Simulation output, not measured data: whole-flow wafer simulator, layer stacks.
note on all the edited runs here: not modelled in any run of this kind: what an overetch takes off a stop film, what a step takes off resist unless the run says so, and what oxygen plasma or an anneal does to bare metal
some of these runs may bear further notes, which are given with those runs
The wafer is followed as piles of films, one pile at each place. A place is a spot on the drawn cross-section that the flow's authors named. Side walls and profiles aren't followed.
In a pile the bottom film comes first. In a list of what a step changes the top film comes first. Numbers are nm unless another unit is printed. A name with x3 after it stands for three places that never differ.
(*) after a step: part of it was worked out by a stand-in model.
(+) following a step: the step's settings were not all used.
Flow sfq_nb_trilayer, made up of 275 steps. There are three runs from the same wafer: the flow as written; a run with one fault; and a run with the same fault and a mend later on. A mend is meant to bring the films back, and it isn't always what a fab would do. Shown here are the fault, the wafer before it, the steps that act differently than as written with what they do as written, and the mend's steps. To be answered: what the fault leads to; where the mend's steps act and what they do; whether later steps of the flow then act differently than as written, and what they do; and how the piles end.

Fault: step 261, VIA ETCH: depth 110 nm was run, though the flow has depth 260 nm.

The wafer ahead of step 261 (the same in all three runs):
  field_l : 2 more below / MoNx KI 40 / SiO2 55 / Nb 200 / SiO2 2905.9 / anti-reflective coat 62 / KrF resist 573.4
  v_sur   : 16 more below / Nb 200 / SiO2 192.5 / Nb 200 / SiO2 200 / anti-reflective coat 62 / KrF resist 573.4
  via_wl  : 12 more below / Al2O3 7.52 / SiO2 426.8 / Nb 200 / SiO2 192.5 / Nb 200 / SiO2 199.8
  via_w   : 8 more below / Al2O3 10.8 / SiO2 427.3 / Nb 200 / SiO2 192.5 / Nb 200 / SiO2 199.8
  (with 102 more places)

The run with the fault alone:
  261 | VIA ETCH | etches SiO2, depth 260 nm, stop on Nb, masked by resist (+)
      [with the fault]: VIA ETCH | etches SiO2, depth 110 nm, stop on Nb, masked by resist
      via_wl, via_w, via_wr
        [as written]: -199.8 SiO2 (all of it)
        [with the fault]: -110 SiO2
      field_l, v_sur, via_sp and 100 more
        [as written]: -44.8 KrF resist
        [with the fault]: -19 KrF resist
  Steps further on in the flow that do not act as written (2 other steps are not shown; they differ only slightly, by no more than 2% or 0.5 nm, whichever is larger):
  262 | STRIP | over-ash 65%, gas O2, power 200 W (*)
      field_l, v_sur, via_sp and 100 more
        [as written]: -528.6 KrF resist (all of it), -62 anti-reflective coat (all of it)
        [with the fault]: -554.5 KrF resist (all of it), -62 anti-reflective coat (all of it)
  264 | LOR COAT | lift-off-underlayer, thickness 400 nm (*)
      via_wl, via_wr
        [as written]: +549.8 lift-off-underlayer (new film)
        [with the fault]: +482.5 lift-off-underlayer (new film)
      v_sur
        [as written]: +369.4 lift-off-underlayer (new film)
        [with the fault]: +383.2 lift-off-underlayer (new film)
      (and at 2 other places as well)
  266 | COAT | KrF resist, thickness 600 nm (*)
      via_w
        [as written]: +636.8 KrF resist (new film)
        [with the fault]: +620.3 KrF resist (new film)
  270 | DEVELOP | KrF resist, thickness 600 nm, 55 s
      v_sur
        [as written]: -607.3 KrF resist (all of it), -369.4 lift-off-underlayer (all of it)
        [with the fault]: -603.5 KrF resist (all of it), -383.2 lift-off-underlayer (all of it)
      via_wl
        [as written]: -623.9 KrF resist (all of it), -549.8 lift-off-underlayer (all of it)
        [with the fault]: -612.6 KrF resist (all of it), -482.5 lift-off-underlayer (all of it)
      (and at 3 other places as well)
  The piles end different from the flow's at via_wl, via_w, via_wr by more than 2% or 0.5 nm, whichever is larger.
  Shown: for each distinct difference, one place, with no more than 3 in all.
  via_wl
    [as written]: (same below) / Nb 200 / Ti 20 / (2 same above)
    [with the fault]: (same below) / Nb 200 / SiO2 89.8 / Ti 20 / (2 same above)

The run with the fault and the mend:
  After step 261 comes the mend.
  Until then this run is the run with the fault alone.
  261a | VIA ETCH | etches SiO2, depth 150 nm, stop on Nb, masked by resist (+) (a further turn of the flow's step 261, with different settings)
      field_l, v_sur, via_sp and 100 more
        -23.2 KrF resist
      via_wl, via_w, via_wr
        -89.8 SiO2 (all of it)
  None of the later steps of the flow differs from how it acts as written, at any place that is followed, by more than 2% or 0.5 nm, whichever is larger.
  By the end, the piles equal the flow's at every place that both follow.
